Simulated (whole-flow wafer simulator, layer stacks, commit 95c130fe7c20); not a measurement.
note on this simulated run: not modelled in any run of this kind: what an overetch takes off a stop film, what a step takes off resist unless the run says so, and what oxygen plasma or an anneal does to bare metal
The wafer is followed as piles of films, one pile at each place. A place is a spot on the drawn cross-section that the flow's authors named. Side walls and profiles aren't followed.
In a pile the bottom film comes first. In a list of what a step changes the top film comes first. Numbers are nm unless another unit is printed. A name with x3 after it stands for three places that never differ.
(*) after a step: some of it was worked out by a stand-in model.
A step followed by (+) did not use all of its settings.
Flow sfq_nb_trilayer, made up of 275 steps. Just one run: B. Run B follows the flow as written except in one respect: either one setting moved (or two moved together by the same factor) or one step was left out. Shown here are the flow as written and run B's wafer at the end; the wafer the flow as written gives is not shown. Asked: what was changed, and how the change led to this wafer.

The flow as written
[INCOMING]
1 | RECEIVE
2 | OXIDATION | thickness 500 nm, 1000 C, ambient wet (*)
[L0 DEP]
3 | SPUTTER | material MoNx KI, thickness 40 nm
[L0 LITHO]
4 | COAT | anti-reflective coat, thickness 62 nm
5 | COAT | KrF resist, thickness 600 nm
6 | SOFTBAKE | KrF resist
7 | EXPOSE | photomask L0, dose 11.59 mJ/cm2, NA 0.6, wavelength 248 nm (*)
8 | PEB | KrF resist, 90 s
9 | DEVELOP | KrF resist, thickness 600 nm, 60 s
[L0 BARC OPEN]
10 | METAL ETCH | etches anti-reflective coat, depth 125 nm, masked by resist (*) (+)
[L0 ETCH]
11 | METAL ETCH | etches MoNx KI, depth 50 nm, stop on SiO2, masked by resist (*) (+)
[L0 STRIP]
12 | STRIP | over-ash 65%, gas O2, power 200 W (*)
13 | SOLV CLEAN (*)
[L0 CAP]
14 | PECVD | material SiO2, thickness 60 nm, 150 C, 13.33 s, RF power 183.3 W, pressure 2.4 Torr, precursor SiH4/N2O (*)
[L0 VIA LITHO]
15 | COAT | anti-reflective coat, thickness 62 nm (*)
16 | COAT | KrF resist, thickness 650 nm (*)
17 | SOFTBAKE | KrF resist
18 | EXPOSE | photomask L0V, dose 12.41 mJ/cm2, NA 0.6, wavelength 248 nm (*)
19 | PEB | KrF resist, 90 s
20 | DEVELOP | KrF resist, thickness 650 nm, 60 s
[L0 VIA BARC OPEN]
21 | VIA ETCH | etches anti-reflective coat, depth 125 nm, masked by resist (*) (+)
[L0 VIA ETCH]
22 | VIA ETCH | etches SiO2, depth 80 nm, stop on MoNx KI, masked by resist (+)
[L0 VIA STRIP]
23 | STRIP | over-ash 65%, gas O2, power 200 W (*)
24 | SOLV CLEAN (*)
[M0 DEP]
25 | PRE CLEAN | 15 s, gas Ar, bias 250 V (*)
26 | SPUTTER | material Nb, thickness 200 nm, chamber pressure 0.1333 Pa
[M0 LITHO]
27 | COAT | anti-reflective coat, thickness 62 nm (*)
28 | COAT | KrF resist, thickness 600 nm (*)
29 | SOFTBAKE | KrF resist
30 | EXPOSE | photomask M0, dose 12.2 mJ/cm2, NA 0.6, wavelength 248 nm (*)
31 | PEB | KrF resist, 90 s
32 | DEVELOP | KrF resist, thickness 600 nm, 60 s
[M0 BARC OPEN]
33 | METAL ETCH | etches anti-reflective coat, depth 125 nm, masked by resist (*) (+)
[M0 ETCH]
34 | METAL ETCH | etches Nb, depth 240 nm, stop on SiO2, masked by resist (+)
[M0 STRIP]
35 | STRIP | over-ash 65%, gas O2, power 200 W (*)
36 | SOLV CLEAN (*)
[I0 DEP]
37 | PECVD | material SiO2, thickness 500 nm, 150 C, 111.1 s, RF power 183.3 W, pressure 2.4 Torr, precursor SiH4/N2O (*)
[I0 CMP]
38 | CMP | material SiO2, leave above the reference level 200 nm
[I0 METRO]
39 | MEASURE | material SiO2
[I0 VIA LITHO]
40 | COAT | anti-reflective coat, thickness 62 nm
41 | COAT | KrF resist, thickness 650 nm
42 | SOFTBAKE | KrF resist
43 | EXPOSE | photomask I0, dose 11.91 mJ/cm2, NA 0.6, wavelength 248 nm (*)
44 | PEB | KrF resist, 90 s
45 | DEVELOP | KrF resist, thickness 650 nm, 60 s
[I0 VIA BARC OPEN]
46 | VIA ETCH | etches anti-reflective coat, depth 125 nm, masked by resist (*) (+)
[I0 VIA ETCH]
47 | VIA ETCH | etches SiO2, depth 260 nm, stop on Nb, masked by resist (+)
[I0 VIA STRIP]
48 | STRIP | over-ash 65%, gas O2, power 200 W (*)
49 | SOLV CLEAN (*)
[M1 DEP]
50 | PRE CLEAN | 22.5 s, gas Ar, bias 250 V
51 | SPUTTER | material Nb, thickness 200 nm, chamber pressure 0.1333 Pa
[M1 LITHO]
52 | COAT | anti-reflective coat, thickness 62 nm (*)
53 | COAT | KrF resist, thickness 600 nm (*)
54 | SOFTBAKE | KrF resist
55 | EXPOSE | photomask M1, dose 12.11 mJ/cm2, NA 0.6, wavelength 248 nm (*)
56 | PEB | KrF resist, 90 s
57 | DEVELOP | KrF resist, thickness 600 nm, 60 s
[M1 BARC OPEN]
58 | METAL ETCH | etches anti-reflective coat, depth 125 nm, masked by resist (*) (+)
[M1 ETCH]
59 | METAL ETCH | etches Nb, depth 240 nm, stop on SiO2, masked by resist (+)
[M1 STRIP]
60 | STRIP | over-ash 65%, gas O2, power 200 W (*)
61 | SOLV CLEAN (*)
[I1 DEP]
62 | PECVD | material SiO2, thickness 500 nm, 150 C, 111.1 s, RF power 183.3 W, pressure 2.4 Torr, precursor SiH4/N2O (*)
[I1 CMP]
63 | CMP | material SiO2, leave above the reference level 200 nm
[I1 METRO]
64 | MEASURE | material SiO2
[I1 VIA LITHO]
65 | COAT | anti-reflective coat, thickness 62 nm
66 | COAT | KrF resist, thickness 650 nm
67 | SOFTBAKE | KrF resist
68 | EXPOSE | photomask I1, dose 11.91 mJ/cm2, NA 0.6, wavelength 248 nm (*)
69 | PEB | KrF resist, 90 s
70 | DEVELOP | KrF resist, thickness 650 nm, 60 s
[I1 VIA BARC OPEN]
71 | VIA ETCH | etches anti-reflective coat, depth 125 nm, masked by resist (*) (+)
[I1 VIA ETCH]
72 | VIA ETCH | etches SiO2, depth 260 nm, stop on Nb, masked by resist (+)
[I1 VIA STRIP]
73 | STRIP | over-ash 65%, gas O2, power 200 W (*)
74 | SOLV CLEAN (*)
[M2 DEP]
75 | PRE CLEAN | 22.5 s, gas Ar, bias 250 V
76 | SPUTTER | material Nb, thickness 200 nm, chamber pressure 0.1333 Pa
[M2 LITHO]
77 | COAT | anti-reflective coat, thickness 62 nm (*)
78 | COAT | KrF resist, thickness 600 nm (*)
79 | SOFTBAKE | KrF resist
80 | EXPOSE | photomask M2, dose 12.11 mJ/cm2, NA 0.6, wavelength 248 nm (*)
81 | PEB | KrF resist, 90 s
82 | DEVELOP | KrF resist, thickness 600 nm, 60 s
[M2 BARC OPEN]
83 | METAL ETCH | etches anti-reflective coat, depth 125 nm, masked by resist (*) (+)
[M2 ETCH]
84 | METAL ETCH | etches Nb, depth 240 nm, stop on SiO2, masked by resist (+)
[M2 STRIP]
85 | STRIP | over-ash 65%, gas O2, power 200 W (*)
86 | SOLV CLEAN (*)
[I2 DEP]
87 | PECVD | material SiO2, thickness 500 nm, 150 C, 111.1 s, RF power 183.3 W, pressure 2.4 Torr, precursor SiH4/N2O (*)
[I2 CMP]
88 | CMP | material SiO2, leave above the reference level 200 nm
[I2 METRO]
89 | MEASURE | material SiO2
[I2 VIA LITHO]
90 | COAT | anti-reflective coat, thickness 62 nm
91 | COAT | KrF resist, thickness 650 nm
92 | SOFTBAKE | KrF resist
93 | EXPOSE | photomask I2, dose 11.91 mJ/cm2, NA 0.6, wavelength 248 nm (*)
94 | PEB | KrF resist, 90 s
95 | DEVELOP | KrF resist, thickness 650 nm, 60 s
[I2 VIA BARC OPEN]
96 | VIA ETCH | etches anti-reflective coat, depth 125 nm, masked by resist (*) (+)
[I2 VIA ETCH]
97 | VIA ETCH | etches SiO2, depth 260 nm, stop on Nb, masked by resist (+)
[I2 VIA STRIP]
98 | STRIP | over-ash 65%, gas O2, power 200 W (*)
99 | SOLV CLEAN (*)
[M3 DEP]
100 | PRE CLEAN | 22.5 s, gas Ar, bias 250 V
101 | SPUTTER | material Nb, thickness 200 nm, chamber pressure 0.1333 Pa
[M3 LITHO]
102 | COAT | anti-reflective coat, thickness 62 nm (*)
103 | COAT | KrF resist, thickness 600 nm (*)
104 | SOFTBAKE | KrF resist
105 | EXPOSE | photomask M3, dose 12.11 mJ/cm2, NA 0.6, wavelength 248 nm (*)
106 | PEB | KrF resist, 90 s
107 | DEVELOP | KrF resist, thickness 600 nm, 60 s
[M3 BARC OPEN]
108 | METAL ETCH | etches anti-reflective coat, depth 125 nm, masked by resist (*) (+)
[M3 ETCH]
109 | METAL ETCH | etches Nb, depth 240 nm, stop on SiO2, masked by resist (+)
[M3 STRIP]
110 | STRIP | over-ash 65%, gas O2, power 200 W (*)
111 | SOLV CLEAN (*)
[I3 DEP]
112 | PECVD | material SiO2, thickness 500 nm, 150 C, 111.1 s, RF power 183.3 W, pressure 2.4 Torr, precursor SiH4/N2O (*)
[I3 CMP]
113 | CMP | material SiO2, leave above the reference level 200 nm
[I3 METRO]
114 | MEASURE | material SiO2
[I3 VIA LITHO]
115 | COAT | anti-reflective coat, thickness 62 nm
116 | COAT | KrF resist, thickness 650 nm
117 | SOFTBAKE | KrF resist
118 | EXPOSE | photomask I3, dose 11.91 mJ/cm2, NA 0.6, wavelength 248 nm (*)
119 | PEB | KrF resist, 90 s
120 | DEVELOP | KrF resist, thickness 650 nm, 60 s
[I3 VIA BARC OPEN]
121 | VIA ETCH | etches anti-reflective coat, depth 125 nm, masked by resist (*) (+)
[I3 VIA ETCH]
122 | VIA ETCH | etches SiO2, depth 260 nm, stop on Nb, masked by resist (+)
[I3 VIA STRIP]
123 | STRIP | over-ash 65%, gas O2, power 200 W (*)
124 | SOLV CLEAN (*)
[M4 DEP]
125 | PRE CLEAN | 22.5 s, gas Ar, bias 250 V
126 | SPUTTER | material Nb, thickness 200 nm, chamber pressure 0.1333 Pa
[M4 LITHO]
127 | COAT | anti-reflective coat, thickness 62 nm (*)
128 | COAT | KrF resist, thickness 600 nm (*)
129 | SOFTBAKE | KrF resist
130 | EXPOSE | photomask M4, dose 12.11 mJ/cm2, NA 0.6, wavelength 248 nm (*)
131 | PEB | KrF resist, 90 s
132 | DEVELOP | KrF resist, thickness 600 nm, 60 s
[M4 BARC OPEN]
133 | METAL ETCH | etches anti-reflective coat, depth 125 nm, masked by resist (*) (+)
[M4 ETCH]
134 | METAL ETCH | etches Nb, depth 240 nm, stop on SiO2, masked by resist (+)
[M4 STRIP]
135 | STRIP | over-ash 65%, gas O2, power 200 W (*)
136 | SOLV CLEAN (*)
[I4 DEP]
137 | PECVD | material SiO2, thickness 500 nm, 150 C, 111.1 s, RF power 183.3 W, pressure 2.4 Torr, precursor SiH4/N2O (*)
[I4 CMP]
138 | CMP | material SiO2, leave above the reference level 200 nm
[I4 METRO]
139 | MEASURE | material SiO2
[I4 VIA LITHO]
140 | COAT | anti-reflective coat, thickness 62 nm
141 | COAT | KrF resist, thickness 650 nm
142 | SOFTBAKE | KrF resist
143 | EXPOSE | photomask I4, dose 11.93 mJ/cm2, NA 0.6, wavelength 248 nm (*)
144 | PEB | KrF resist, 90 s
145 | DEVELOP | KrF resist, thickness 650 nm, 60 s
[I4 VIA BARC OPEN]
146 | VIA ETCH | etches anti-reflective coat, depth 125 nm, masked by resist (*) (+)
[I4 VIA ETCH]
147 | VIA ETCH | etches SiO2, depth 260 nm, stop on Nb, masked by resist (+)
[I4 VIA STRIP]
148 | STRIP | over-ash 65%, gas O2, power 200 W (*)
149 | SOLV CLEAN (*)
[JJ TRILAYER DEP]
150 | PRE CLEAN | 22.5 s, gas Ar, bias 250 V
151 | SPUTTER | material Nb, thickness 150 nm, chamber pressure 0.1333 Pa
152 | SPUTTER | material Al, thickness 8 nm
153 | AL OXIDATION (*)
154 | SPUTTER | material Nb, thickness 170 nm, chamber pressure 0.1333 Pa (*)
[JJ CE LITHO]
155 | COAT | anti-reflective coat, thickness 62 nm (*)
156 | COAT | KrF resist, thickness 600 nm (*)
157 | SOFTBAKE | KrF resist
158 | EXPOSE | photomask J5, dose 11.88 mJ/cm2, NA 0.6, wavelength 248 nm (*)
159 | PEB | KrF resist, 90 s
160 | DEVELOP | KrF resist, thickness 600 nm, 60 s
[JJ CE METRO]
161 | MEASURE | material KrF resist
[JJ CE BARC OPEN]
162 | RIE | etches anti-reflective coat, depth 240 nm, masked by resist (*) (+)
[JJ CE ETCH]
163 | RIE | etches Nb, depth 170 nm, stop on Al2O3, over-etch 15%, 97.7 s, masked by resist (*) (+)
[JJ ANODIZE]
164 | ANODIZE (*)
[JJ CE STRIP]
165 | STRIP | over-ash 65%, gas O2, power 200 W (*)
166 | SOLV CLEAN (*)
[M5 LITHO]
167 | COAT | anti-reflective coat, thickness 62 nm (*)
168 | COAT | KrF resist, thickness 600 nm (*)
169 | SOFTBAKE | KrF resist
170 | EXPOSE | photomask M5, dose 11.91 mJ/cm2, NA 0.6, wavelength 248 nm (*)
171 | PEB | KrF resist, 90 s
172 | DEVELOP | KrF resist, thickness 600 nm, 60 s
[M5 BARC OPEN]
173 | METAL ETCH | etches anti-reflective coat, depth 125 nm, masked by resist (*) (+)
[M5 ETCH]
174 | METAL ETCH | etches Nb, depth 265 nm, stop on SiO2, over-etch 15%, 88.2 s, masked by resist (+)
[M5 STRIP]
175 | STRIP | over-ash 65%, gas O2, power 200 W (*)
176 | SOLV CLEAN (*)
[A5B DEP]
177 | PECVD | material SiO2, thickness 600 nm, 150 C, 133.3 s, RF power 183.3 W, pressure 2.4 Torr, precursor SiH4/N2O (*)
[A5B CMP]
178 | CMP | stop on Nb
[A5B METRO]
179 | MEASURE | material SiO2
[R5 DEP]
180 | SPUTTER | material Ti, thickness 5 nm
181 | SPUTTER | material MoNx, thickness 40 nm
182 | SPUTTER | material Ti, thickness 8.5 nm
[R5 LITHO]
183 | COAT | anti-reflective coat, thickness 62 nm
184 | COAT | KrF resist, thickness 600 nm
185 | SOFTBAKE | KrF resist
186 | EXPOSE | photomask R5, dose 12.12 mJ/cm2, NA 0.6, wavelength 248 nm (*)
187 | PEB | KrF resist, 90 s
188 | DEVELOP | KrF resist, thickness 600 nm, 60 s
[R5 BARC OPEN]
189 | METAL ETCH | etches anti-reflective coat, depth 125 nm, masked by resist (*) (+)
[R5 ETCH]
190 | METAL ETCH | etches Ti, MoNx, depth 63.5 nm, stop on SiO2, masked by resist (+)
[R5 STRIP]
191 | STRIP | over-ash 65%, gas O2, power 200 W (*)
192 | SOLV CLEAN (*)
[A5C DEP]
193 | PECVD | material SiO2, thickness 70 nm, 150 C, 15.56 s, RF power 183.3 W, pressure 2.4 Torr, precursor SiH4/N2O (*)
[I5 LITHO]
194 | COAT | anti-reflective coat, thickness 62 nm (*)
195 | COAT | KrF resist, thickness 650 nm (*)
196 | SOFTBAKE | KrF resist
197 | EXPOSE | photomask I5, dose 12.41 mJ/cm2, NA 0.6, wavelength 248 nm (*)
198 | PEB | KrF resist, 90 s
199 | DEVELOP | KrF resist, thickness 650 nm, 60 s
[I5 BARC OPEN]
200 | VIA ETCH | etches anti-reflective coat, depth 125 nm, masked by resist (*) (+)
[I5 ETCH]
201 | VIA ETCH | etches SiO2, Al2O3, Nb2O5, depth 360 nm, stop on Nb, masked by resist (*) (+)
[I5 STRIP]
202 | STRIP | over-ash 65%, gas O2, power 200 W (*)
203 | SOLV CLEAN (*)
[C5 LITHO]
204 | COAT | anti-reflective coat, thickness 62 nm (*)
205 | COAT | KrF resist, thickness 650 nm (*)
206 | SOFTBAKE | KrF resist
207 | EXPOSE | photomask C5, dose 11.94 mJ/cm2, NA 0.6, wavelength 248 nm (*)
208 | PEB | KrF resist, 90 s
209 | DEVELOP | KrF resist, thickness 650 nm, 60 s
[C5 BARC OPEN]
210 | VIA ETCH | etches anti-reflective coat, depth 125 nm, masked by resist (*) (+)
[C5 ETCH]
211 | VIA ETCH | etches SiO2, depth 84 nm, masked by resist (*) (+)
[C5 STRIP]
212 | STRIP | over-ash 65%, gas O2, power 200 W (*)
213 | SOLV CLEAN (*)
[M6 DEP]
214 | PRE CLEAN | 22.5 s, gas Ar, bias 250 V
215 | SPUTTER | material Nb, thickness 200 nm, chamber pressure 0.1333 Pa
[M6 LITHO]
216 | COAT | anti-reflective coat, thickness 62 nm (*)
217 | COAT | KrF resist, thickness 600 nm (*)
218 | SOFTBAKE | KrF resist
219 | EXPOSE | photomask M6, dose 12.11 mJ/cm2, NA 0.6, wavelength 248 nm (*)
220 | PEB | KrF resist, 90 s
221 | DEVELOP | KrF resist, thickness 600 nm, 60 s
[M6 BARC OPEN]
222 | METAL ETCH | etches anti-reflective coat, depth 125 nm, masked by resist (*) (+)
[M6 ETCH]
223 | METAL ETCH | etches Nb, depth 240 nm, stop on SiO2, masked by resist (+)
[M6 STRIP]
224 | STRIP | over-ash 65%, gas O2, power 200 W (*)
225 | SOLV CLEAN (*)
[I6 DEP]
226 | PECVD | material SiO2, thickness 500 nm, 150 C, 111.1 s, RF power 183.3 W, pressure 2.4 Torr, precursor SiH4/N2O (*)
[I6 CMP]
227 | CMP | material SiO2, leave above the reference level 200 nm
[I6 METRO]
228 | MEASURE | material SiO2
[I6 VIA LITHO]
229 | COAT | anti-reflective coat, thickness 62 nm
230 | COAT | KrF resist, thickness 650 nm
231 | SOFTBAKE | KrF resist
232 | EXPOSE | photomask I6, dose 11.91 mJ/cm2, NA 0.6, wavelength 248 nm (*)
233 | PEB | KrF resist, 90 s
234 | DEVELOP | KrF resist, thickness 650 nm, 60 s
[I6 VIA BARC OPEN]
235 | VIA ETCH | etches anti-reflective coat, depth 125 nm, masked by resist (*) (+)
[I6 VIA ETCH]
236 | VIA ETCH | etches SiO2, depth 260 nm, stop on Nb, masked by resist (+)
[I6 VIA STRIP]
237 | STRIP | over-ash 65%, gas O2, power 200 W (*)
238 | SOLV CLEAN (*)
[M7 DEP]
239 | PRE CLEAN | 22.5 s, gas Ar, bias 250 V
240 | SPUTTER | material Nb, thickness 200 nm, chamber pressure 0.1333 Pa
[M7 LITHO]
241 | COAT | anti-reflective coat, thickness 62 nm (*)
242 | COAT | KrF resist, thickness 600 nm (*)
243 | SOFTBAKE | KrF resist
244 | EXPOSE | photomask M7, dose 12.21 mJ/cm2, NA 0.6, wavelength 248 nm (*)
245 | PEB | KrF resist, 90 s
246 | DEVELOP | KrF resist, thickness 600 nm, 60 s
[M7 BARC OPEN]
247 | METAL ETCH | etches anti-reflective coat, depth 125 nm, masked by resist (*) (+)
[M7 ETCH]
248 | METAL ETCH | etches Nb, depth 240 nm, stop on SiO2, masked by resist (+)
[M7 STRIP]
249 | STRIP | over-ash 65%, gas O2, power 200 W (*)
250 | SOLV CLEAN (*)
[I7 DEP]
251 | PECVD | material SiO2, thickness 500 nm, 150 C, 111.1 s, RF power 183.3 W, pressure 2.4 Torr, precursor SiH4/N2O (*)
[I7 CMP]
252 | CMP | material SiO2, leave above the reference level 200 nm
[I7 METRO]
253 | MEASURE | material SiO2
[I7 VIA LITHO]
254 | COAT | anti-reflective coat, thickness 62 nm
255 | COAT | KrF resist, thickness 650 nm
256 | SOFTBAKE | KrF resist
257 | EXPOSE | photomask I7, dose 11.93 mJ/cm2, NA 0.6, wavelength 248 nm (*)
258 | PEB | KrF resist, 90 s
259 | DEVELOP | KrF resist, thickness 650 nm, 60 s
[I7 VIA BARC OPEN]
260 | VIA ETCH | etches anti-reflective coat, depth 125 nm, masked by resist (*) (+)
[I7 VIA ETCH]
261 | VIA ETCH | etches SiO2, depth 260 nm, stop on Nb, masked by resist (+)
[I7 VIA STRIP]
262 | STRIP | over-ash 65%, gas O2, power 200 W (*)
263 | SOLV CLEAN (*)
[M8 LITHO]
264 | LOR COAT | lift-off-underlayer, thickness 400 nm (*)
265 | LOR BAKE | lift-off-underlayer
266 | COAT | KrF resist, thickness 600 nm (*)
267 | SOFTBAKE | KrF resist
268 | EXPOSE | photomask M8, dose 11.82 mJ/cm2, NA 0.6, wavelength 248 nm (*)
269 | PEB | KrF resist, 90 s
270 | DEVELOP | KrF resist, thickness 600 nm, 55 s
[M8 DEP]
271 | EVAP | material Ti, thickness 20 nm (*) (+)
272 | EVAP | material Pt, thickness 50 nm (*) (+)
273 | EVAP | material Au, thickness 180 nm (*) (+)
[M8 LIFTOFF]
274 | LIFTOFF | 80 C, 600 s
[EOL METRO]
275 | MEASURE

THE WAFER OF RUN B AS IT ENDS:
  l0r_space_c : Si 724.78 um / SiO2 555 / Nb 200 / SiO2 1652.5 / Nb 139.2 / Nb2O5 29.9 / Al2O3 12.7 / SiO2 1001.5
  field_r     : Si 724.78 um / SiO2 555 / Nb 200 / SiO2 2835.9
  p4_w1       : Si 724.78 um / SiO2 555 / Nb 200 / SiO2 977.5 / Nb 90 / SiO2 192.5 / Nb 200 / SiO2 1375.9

The reason: step 101, SPUTTER: thickness 90 nm was run, though the flow has thickness 200 nm.
The wafer itself shows it: p4_w1 has Nb 90, and step 101 as written asks for 200 nm.

Step by step, how the change led to this:
  101 | SPUTTER | material Nb, thickness 200 nm, chamber pressure 0.1333 Pa
      field_l, v_sur, via_wl and 102 more: Nb gains 90 (new film) (in the flow as written it would be: Nb gains 200 (new film))
      via_w: Nb gains 74.2 (in the flow as written it would be: Nb gains 165.5)
  102 | COAT | anti-reflective coat, thickness 62 nm (*)
      via_wl, via_wr: anti-reflective coat gains 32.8 (new film) (in the flow as written it would be: anti-reflective coat gains 34.2 (new film))
      via_w: anti-reflective coat gains 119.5 (new film) (in the flow as written it would be: anti-reflective coat gains 124.8 (new film))
  109 | METAL ETCH | etches Nb, depth 240 nm, stop on SiO2, masked by resist (+)
      field_l, be, be_sur and 72 more: Nb loses 90 (all of it) (in the flow as written it would be: Nb loses 200 (all of it))
      v_sur, via_wl, via_w and 28 more: KrF resist loses 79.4 (in the flow as written it would be: KrF resist loses 141.2)
  110 | STRIP | over-ash 65%, gas O2, power 200 W (*)
      p4_w1, p4_w2, p4_w3 and 21 more: KrF resist loses 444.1 (all of it), anti-reflective coat loses 62 (all of it) (in the flow as written it would be: KrF resist loses 382.4 (all of it), anti-reflective coat loses 62 (all of it))
      v_sur: KrF resist loses 429.4 (all of it), anti-reflective coat loses 60.8 (all of it) (in the flow as written it would be: KrF resist loses 365.3 (all of it), anti-reflective coat loses 61.1 (all of it))
      (as well as at 6 more places)
  112 | PECVD | material SiO2, thickness 500 nm, 150 C, 111.1 s, RF power 183.3 W, pressure 2.4 Torr, precursor SiH4/N2O (*)
      p4_g1, p4_g2, p3_s0, p3_s1, p3_s2, p3_s3, p3_s4, p3_s5: SiO2 gains 500 (in the flow as written it would be: SiO2 gains 557.1)
      via_w: SiO2 gains 584.3 (new film) (in the flow as written it would be: SiO2 gains 615 (new film))
  113 | CMP | material SiO2, leave above the reference level 200 nm
      field_l, be, be_sur and 64 more: SiO2 loses 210 (in the flow as written it would be: SiO2 loses 100)
      p4_g1, p4_g2, p3_s0, p3_s1, p3_s2, p3_s3, p3_s4, p3_s5: SiO2 loses 210 (in the flow as written it would be: SiO2 loses 157.1)
      (as well as at 1 more place)
